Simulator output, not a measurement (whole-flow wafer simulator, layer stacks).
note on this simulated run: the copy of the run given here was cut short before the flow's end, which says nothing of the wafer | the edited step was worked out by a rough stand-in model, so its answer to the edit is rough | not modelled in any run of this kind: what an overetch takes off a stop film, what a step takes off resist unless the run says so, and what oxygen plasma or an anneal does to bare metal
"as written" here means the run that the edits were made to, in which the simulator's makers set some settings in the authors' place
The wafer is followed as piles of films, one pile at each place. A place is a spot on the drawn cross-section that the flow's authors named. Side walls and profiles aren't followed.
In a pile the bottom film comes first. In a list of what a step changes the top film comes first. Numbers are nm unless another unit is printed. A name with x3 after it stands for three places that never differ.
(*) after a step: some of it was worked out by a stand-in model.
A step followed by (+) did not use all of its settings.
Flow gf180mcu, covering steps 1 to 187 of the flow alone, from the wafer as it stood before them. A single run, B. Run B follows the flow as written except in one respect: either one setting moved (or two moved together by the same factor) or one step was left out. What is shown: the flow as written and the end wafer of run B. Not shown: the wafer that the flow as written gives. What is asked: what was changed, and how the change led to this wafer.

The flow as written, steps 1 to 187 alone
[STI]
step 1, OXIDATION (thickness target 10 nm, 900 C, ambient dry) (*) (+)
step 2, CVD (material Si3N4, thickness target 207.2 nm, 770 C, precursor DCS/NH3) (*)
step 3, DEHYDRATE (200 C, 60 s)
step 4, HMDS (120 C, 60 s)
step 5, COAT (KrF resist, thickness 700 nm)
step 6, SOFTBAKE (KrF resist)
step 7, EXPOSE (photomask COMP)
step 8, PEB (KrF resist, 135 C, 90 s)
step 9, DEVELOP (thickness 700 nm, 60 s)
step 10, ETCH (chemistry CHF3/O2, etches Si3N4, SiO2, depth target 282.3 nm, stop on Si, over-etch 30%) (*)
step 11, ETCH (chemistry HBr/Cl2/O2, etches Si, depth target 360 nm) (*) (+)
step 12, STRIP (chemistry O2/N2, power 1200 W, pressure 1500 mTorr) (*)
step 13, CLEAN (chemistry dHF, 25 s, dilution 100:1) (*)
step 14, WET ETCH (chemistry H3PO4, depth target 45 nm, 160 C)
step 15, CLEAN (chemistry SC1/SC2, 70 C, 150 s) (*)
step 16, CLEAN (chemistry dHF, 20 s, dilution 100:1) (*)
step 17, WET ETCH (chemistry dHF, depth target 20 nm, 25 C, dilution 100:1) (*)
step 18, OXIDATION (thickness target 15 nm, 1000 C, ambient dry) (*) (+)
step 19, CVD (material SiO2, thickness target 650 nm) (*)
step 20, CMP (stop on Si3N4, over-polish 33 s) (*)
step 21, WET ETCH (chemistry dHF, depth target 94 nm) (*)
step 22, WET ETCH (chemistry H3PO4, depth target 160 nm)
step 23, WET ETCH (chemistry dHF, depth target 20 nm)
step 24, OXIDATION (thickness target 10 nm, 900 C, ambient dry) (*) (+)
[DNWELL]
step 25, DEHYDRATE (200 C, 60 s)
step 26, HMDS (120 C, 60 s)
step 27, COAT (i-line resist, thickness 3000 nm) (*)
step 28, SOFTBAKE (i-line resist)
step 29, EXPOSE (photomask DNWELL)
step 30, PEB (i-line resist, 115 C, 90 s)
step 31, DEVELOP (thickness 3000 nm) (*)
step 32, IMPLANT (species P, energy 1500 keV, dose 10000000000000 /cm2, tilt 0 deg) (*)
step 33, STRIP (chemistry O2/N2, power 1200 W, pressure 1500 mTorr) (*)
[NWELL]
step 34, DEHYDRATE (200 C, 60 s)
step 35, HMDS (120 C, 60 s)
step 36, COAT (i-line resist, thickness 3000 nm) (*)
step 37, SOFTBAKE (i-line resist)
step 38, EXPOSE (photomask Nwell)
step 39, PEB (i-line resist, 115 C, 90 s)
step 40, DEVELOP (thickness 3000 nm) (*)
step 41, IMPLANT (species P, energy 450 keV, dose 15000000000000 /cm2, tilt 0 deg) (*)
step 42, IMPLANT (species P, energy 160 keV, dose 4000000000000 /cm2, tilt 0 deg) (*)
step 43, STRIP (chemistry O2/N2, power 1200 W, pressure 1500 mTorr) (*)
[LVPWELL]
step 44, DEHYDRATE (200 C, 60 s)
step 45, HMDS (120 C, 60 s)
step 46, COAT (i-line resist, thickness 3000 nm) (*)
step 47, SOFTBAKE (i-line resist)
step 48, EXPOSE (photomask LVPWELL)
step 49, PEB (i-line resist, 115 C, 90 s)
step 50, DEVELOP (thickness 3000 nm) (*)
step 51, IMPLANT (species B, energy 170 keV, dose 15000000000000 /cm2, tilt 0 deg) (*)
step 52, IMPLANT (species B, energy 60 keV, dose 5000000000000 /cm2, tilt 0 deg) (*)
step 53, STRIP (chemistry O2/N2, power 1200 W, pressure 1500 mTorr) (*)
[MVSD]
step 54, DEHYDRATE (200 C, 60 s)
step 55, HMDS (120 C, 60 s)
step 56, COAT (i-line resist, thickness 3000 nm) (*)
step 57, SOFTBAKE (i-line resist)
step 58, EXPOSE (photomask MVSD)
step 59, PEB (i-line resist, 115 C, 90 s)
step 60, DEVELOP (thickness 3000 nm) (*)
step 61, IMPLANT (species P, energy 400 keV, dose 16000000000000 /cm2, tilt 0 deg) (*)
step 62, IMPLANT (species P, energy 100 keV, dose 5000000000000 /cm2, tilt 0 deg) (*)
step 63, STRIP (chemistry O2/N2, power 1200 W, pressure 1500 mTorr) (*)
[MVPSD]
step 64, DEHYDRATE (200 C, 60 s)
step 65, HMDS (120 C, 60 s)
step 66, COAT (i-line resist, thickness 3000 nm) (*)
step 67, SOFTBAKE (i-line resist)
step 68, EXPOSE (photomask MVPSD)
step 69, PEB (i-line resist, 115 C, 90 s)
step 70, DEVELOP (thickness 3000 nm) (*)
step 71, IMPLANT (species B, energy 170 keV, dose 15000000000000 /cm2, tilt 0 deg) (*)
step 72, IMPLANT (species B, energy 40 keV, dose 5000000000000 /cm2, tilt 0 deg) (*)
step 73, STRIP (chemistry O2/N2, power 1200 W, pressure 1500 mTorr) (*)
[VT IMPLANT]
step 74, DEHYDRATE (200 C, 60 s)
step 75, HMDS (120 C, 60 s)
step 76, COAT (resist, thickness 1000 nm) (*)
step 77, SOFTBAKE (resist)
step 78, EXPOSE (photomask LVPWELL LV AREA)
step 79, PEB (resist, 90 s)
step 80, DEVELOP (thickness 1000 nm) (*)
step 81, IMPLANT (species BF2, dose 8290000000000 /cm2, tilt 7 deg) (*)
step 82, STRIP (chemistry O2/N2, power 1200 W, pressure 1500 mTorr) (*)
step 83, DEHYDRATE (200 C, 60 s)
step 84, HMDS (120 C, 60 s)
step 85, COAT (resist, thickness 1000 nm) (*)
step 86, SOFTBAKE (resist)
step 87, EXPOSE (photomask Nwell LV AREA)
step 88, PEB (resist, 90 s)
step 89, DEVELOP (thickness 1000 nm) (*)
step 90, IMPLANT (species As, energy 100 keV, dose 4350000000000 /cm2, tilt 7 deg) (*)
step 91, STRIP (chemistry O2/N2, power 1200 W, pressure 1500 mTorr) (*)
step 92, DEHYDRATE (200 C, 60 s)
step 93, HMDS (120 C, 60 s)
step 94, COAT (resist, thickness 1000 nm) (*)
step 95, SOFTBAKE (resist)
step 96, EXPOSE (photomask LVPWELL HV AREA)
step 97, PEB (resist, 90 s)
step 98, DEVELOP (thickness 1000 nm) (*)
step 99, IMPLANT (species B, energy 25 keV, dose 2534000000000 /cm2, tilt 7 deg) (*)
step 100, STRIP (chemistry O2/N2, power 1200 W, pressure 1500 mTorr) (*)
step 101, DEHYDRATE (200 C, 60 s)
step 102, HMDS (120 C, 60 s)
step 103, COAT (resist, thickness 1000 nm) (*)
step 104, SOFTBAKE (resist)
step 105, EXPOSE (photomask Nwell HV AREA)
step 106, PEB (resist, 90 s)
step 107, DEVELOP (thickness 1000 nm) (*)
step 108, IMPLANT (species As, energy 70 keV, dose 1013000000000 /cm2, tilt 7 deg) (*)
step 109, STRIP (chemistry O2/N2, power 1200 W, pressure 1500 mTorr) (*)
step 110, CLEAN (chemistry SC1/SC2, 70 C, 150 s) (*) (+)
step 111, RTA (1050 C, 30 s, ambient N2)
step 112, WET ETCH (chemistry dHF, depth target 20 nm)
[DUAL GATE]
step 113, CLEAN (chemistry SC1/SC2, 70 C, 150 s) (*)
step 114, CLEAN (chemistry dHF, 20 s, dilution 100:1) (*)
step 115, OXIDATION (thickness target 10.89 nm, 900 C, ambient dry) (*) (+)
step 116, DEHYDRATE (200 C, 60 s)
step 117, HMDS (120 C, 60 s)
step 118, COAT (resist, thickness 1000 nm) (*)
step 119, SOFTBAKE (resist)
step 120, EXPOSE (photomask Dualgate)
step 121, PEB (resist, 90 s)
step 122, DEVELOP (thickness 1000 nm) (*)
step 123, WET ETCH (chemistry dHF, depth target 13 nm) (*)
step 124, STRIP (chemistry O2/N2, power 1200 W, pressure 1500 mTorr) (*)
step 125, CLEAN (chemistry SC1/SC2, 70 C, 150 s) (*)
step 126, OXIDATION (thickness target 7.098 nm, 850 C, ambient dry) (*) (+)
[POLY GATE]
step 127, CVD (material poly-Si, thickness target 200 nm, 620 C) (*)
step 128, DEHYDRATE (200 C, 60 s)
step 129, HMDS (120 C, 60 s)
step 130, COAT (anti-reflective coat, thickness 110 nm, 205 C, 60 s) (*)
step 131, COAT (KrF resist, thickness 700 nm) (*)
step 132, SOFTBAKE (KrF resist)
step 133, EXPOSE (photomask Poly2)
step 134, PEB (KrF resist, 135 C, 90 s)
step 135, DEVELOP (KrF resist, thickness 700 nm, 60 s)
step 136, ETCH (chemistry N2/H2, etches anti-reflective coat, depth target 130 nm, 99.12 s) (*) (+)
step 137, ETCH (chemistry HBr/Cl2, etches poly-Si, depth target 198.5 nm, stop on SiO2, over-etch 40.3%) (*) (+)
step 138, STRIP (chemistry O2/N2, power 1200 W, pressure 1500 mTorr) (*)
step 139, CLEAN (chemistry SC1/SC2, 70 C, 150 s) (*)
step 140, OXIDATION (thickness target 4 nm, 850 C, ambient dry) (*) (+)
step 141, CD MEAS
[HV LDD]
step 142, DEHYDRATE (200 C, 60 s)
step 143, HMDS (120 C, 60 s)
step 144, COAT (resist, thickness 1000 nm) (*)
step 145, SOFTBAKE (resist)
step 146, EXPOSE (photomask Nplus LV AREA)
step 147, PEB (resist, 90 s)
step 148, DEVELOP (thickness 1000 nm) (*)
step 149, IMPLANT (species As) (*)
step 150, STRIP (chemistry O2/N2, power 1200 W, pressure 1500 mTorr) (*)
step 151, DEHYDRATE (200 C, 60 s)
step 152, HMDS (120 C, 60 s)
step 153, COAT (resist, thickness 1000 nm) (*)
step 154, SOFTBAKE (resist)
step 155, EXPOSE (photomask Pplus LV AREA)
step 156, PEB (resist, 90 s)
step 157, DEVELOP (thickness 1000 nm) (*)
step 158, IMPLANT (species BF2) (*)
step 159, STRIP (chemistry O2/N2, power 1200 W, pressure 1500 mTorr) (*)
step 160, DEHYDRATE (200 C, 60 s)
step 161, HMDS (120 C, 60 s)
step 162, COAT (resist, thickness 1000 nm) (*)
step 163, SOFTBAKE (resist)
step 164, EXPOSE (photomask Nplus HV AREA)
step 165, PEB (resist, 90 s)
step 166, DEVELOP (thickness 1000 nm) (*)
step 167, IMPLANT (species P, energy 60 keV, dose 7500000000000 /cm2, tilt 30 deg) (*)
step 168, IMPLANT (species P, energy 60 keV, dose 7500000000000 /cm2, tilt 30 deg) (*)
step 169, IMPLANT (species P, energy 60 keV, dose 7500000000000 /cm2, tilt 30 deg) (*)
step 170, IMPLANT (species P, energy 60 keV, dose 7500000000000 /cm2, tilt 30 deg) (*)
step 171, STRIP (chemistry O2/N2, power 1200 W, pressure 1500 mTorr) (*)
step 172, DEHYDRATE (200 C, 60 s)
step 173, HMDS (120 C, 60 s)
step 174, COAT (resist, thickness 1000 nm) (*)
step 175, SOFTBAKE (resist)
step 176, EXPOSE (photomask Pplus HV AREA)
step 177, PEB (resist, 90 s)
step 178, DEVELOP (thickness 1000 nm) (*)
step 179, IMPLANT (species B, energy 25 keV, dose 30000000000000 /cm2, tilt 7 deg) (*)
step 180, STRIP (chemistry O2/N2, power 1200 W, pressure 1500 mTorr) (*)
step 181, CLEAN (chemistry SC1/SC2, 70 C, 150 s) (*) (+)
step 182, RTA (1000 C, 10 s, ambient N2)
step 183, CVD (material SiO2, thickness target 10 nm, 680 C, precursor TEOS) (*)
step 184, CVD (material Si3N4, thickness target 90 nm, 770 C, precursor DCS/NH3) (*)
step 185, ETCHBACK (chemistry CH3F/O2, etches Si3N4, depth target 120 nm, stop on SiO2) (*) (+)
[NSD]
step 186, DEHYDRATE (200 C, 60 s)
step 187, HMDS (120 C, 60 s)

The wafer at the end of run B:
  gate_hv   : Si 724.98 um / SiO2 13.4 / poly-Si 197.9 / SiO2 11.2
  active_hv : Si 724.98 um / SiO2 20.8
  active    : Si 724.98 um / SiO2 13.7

The reason: step 126, OXIDATION: thickness target 6.047 nm was run, while the flow as written has thickness target 7.098 nm.

Step by step, how the change led to this:
  step 126, OXIDATION (thickness target 7.098 nm, 850 C, ambient dry) (*) (+)
      gate_hv, active_hv, active_nat and 25 more: +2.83 SiO2, -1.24 Si (in the flow as written it would be: +3.72 SiO2, -1.64 Si)
      active, n_well, p_well and 12 more: +6.05 SiO2 (new film), -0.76 chemical SiO2 (all of it), -2.33 Si (in the flow as written it would be: +7.1 SiO2 (new film), -0.76 chemical SiO2 (all of it), -2.79 Si)
